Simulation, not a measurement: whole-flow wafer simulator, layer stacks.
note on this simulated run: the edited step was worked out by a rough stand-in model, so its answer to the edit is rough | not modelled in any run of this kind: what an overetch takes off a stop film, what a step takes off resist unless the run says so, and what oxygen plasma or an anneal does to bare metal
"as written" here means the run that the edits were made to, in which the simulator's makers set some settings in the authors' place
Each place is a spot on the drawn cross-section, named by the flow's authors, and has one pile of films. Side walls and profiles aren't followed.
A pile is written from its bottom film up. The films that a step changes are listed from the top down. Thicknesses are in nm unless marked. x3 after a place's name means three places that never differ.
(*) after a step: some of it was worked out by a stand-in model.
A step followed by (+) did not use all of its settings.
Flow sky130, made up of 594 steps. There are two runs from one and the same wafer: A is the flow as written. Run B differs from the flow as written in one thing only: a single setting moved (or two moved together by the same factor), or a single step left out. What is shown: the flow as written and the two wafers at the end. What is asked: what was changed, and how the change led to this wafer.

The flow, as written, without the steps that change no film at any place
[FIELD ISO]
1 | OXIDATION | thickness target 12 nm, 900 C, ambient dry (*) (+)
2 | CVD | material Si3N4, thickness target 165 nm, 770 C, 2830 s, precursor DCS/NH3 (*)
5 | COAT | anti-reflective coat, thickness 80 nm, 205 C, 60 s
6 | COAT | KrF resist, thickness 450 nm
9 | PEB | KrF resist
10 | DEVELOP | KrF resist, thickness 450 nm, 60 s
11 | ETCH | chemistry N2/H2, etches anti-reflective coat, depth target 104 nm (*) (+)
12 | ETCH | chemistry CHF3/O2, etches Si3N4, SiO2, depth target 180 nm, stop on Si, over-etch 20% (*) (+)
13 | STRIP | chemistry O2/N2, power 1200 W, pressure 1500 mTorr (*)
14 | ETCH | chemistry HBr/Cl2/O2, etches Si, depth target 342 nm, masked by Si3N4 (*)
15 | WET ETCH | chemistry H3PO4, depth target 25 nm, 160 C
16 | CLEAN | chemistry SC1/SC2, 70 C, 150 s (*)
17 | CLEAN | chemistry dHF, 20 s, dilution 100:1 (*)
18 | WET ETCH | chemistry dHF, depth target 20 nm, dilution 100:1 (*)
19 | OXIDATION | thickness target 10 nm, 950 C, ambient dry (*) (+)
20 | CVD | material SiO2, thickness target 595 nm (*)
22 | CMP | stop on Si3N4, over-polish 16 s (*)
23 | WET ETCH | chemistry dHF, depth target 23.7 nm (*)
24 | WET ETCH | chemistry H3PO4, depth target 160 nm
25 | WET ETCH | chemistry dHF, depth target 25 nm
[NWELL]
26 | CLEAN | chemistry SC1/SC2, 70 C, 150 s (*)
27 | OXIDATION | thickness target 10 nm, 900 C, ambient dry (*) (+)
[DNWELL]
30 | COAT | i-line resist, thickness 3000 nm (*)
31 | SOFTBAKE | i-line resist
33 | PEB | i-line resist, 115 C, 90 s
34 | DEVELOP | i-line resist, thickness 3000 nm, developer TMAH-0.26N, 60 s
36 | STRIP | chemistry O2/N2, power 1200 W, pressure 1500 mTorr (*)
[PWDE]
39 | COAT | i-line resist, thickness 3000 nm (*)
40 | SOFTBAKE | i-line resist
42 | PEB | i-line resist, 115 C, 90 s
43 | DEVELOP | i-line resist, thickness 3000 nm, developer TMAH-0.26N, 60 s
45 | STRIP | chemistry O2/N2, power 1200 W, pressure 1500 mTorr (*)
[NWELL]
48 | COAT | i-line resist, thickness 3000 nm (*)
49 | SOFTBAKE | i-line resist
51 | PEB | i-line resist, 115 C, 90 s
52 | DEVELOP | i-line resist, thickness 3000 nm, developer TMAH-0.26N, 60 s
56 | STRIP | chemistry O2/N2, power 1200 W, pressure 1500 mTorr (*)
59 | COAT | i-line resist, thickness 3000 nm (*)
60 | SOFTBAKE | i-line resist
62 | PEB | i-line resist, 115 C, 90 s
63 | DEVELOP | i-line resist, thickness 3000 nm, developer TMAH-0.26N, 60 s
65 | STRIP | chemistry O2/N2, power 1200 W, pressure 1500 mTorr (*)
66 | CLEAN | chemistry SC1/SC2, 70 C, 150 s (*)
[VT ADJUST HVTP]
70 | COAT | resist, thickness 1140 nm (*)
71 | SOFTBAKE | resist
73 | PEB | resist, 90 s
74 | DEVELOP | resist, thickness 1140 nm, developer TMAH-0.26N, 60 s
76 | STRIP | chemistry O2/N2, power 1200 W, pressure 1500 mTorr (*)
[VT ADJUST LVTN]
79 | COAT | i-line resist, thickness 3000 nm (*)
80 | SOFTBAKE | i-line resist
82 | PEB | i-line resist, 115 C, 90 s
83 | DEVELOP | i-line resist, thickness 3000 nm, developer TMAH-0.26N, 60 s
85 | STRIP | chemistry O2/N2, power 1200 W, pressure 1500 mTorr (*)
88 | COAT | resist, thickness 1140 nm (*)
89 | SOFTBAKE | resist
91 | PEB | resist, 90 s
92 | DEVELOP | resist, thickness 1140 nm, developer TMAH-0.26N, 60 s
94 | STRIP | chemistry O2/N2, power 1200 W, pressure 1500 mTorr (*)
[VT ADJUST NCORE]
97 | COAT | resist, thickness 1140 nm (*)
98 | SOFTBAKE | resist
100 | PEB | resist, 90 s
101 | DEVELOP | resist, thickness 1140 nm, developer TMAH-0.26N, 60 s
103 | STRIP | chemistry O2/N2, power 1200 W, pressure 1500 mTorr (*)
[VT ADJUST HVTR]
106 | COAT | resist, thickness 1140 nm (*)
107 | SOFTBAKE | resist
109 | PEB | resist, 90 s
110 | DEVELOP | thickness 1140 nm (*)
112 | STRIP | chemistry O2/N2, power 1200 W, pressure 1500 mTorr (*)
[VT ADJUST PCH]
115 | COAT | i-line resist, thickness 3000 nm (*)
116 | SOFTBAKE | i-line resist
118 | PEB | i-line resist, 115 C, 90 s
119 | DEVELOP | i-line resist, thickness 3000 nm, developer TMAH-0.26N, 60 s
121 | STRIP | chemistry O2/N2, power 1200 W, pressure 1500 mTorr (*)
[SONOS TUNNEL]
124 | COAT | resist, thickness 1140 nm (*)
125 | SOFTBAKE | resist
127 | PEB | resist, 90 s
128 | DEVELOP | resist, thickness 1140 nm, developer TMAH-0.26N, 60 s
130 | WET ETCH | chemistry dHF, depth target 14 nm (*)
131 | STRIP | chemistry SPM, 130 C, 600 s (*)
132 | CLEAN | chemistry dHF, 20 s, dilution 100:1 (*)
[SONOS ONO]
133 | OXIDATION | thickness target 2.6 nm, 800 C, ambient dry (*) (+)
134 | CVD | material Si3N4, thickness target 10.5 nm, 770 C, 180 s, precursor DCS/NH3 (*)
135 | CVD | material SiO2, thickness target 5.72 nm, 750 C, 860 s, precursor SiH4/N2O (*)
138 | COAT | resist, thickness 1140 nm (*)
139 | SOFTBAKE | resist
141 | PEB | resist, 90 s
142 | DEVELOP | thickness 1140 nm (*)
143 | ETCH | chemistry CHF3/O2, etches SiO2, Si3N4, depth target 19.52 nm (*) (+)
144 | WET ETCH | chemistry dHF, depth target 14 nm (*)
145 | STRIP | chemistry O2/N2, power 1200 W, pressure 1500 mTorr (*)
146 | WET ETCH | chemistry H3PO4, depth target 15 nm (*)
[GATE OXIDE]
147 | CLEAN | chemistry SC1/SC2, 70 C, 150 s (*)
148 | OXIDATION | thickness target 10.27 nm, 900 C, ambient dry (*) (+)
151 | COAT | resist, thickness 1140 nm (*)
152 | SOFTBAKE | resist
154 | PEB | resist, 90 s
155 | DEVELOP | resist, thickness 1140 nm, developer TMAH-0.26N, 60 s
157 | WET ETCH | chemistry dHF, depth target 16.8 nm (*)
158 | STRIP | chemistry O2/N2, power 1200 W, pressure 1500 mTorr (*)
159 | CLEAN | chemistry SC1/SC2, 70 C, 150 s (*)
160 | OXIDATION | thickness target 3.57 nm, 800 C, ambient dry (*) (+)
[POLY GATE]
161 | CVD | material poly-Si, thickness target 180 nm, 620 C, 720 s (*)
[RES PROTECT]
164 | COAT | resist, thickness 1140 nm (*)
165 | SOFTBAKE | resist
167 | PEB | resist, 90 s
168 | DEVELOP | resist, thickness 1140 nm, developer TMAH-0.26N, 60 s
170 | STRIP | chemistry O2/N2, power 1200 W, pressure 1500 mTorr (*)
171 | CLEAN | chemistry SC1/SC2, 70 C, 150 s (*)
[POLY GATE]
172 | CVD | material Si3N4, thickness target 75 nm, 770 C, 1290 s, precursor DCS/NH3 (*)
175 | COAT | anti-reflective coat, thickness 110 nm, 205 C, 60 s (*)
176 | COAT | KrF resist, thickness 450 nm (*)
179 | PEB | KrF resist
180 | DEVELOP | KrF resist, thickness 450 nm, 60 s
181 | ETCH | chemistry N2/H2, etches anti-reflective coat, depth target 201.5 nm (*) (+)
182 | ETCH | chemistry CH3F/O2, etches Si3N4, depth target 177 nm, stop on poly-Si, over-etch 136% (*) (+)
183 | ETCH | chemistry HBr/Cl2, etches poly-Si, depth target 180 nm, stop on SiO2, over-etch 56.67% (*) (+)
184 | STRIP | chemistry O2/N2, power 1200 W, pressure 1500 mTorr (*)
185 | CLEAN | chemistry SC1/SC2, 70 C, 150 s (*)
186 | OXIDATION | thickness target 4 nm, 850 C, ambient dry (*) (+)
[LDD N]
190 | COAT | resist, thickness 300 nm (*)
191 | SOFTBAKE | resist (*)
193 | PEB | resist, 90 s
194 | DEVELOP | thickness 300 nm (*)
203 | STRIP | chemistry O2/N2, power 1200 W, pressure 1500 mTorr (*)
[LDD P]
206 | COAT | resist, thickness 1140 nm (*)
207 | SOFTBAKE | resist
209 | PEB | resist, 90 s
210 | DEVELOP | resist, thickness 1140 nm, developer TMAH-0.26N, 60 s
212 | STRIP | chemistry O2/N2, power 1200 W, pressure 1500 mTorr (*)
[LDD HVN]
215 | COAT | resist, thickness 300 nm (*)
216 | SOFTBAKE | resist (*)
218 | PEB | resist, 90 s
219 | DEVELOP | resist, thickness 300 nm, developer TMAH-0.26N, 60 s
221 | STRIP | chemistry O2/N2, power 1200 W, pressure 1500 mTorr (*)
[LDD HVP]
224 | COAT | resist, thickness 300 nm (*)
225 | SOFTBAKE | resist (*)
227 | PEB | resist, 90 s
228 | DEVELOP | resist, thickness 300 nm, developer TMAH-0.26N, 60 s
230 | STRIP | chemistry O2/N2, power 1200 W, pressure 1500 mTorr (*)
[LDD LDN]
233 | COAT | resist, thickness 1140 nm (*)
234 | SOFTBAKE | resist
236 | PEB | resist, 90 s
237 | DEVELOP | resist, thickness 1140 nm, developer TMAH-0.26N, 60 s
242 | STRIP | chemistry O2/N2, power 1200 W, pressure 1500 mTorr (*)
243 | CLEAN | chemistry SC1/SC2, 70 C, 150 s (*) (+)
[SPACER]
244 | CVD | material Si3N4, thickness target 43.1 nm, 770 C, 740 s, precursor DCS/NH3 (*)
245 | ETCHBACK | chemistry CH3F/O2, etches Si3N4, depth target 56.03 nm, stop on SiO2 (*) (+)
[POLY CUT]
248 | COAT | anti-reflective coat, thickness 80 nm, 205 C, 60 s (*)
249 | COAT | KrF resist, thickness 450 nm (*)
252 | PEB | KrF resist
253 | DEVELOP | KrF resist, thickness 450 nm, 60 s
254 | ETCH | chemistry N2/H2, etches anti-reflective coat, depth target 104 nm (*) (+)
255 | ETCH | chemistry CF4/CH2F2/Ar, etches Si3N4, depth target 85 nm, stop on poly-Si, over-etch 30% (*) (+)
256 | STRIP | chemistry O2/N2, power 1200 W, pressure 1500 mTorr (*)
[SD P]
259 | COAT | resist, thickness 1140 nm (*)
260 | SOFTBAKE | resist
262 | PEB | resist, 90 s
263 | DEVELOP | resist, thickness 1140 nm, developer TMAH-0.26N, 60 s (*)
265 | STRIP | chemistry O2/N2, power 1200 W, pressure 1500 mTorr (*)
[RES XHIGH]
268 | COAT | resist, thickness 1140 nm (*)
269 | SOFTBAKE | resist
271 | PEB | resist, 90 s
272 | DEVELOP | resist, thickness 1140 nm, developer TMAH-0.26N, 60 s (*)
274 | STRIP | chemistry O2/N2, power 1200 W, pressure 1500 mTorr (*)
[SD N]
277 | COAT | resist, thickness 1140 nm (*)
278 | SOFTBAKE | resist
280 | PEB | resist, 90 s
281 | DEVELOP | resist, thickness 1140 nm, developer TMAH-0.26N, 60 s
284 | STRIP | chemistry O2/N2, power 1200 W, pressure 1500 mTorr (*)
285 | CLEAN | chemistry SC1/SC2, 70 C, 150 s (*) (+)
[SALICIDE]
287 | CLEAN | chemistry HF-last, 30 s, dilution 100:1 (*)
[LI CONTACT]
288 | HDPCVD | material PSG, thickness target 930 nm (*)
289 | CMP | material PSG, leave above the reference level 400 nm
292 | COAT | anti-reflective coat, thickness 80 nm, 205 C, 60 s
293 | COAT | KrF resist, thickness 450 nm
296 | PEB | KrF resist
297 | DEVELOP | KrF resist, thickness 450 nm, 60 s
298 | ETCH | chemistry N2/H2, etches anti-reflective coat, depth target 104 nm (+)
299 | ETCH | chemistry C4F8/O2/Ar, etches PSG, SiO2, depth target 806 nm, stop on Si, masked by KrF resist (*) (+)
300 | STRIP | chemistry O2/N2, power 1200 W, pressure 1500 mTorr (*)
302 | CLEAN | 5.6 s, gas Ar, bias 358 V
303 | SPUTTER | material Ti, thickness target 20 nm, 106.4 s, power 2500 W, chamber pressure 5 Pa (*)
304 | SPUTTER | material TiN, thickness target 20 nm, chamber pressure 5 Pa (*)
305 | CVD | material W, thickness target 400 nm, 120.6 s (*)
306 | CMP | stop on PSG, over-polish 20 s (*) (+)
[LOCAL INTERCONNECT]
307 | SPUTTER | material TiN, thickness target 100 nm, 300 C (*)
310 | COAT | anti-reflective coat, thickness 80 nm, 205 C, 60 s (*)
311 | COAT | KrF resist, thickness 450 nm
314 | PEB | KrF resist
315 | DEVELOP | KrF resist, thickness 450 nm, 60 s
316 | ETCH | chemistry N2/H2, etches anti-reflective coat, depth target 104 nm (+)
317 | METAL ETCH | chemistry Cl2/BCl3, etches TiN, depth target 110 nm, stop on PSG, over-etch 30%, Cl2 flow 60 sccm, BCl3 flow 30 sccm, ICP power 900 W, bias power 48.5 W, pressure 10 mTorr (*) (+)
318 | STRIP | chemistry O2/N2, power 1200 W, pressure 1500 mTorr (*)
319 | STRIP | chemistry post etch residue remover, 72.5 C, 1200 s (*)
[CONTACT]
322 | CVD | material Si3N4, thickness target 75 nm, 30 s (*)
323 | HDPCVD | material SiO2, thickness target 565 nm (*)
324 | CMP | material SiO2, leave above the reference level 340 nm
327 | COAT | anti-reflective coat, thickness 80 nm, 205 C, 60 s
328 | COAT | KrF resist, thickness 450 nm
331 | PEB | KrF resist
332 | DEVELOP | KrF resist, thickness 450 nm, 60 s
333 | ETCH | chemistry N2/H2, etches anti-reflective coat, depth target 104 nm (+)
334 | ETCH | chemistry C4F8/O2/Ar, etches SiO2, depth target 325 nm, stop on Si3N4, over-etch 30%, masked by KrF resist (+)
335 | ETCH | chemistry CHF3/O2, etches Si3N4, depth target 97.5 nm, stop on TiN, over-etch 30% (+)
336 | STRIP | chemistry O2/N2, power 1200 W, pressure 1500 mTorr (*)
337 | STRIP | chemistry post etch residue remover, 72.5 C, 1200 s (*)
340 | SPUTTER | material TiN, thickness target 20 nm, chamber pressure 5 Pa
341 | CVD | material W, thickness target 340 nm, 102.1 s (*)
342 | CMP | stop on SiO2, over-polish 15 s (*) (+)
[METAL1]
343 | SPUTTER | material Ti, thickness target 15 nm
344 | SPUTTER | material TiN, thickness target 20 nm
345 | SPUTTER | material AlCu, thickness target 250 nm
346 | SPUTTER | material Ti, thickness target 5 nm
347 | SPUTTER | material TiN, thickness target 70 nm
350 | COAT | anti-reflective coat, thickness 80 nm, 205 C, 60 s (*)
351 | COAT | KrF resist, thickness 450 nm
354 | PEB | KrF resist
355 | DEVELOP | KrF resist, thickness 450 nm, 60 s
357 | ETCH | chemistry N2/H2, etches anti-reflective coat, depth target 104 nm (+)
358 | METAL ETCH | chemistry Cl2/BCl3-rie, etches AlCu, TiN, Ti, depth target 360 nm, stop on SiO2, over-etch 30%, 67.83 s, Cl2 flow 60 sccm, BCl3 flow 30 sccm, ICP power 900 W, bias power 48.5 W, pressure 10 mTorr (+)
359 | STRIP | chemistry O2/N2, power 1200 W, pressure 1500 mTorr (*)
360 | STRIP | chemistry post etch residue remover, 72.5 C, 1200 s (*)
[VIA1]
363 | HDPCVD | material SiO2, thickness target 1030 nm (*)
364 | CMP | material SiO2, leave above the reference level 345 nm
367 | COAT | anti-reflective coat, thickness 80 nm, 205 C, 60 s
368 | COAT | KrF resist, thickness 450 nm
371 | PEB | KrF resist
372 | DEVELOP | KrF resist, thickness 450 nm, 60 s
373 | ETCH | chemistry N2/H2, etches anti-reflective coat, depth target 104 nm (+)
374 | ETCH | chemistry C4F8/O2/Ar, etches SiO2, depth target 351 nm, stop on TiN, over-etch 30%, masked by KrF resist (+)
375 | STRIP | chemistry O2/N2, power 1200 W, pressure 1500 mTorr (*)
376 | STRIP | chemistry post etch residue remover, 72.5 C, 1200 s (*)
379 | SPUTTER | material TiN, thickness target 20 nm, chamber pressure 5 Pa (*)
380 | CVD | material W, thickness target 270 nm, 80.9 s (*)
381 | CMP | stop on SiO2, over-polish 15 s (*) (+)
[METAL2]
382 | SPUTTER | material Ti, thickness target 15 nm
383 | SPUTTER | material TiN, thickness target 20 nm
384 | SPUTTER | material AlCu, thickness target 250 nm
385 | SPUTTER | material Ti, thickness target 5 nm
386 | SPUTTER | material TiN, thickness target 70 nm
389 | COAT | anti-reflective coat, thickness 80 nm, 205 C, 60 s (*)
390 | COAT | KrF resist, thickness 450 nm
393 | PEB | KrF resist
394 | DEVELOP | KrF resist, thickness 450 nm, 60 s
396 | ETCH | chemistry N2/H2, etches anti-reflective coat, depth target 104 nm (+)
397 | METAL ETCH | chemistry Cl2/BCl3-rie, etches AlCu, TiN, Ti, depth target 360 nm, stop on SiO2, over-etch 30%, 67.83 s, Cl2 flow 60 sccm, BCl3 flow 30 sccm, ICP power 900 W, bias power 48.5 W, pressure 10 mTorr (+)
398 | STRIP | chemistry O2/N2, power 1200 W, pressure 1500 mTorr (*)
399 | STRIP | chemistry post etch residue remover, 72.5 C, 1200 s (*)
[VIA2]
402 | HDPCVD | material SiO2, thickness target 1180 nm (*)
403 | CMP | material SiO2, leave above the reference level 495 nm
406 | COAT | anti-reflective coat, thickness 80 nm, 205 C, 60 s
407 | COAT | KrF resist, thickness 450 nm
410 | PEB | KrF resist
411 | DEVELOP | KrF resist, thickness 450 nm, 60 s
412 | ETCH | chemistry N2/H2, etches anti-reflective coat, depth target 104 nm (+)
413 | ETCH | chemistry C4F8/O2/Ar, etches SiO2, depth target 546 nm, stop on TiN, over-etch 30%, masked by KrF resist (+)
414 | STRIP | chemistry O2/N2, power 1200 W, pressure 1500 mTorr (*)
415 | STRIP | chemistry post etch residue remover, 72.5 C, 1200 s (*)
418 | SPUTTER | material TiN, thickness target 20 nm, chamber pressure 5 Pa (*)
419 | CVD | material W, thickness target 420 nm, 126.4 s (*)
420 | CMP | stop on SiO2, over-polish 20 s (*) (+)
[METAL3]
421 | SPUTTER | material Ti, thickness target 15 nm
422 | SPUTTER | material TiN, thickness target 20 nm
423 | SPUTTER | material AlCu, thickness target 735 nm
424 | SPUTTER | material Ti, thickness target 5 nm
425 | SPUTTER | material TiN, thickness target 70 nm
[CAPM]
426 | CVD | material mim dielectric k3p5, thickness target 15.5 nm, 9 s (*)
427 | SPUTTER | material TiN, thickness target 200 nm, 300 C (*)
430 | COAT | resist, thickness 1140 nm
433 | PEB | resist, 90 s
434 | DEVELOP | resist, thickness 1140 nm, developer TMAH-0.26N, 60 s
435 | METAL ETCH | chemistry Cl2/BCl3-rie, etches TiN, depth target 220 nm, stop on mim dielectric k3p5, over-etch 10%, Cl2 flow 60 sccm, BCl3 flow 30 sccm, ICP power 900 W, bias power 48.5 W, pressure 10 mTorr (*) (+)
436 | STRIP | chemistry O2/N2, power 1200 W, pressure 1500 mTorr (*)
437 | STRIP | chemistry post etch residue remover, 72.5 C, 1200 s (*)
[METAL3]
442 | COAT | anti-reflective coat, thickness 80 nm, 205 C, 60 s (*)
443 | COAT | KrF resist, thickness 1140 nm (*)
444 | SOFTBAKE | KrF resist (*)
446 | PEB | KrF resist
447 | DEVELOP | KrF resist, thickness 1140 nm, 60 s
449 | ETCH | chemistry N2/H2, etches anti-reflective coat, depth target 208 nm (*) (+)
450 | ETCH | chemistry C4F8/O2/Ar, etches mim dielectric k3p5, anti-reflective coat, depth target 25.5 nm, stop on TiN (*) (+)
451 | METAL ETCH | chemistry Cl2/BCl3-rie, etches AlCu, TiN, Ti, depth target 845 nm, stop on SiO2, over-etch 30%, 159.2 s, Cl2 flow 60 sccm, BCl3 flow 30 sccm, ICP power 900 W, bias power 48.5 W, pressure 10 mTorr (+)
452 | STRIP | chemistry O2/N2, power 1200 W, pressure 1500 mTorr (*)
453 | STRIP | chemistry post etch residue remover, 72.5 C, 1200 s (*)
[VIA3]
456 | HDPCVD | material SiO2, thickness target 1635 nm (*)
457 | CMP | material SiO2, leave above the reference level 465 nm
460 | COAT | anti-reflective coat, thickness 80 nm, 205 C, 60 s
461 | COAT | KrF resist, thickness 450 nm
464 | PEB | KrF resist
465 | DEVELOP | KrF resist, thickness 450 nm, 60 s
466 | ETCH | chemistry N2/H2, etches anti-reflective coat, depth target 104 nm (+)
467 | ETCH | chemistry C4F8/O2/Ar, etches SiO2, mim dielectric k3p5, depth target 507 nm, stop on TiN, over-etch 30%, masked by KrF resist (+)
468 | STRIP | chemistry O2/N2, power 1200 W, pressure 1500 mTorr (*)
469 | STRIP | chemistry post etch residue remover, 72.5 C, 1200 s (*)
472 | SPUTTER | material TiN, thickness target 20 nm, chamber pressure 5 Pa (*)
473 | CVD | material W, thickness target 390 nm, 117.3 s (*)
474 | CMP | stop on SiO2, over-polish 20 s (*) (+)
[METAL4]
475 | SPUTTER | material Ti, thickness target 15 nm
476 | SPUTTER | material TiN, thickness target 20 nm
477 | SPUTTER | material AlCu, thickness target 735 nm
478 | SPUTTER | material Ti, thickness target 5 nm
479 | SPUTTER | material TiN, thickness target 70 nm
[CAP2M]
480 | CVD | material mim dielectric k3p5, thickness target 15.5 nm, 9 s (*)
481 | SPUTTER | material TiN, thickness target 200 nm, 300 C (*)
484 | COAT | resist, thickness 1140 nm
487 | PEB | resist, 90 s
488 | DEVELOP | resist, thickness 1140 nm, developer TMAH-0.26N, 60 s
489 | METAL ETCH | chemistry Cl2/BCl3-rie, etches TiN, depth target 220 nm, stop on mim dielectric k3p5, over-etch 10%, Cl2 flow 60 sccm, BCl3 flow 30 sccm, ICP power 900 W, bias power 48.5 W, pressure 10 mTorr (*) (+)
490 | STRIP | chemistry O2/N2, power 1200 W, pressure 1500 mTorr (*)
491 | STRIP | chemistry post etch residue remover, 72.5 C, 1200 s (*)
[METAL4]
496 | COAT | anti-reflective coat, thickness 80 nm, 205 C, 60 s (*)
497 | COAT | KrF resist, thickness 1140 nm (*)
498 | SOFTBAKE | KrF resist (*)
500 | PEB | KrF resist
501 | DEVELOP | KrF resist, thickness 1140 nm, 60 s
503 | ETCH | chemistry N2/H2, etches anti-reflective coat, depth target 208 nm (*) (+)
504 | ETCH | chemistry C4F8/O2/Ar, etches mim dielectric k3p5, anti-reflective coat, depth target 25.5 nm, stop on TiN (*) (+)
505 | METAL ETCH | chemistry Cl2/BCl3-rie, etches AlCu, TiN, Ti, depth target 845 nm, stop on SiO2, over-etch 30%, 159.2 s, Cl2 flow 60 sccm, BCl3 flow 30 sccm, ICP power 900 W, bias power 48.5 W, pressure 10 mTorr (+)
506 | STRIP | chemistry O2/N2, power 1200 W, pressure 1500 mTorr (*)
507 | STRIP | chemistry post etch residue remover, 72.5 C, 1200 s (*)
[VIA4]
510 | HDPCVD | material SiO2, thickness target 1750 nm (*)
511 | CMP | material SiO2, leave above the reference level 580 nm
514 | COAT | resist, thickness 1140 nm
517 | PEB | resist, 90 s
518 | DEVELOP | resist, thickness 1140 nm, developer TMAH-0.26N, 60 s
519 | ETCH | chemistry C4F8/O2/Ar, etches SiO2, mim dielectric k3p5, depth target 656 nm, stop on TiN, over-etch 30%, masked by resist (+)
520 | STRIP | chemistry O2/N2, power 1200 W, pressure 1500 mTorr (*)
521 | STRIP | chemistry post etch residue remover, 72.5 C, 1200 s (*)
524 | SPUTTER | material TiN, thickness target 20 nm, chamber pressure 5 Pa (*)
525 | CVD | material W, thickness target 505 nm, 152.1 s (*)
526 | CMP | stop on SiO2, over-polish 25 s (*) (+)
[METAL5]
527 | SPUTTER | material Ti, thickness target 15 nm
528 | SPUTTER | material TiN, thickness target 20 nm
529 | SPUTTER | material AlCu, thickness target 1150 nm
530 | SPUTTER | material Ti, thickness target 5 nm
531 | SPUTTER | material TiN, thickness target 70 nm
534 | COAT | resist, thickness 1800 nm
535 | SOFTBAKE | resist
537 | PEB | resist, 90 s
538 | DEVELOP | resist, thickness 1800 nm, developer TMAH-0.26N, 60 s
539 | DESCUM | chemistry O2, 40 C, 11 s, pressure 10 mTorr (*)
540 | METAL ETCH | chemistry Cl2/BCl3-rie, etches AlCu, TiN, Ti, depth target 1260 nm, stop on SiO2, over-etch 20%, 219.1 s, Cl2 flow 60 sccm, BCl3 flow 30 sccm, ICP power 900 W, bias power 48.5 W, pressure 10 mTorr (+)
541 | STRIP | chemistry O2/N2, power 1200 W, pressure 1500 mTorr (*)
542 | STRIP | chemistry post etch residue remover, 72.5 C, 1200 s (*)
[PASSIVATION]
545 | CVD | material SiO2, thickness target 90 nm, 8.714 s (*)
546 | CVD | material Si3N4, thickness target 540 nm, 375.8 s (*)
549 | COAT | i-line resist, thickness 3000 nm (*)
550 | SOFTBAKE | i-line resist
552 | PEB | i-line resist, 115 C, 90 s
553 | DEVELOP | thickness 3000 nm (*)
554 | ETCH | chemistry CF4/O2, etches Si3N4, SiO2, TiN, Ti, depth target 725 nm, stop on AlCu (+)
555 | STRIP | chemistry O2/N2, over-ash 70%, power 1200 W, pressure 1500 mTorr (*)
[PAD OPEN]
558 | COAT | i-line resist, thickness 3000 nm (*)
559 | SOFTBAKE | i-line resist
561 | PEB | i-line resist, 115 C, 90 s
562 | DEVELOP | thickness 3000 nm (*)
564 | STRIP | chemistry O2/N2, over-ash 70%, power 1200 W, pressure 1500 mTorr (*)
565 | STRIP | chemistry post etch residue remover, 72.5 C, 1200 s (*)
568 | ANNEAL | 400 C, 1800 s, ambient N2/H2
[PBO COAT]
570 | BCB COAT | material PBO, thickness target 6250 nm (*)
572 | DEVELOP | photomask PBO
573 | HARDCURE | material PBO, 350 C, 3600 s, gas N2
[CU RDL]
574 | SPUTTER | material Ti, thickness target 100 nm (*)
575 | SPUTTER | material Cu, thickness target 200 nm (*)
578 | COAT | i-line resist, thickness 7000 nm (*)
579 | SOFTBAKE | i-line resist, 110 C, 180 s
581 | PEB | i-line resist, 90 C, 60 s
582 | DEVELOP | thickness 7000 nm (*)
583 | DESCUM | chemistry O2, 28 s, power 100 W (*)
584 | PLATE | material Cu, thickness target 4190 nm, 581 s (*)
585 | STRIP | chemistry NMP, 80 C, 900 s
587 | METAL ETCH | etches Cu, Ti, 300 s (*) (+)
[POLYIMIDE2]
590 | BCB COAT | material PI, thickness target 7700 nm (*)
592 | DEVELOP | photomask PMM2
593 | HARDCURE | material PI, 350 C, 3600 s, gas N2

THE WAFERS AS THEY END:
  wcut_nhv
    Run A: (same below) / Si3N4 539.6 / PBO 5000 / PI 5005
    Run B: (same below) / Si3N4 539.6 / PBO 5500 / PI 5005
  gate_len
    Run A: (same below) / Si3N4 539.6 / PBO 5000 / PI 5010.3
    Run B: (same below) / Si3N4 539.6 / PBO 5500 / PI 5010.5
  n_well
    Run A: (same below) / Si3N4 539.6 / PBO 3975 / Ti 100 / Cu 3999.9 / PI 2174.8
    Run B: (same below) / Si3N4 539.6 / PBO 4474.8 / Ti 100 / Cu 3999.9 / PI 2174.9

The reason: step 570, BCB COAT: thickness target 6875 nm was run, whereas the flow has thickness target 6250 nm.

How this came from the change, step by step:
  570 | BCB COAT | material PBO, thickness target 6250 nm (*)
      dice_street, vpp_sp, vpp_ln and 71 more: A +6250 PBO (new film) | B +6875 PBO (new film)
      gate_p_sd, active_p, spacer_p and 8 more: A +6257.1 PBO (new film) | B +6881.9 PBO (new film)
      (also at 108 further places)
  572 | DEVELOP | photomask PBO
      pad: A -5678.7 PBO (all of it) | B -6303.5 PBO (all of it)
  573 | HARDCURE | material PBO, 350 C, 3600 s, gas N2
      dice_street, vpp_sp, vpp_ln and 71 more: A -1250 PBO | B -1375 PBO
      vpp_tail, gate_hv_sd, active_hv5, spacer_hv5, gate_p_g5v0_sd, active_p_g5v0, spacer_p_g5v0, field_nw_hv: A -1251.4 PBO | B -1376.4 PBO
      (also at 110 further places)
  578 | COAT | i-line resist, thickness 7000 nm (*)
      pad: A +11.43 um i-line resist (new film) | B +11.93 um i-line resist (new film)
  579 | SOFTBAKE | i-line resist, 110 C, 180 s
      iso_guard: A +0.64 i-line resist | B -0.14 i-line resist
      npn_par_e: A +0.35 i-line resist | B -0.38 i-line resist
      (also at 51 further places)
  582 | DEVELOP | thickness 7000 nm (*)
      pad: A -11.43 um i-line resist (all of it) | B -11.93 um i-line resist (all of it)
  590 | BCB COAT | material PI, thickness target 7700 nm (*)
      pad: A +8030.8 PI (new film) | B +8530.7 PI (new film)
  592 | DEVELOP | photomask PMM2
      pad: A -8030.8 PI (all of it) | B -8530.7 PI (all of it)
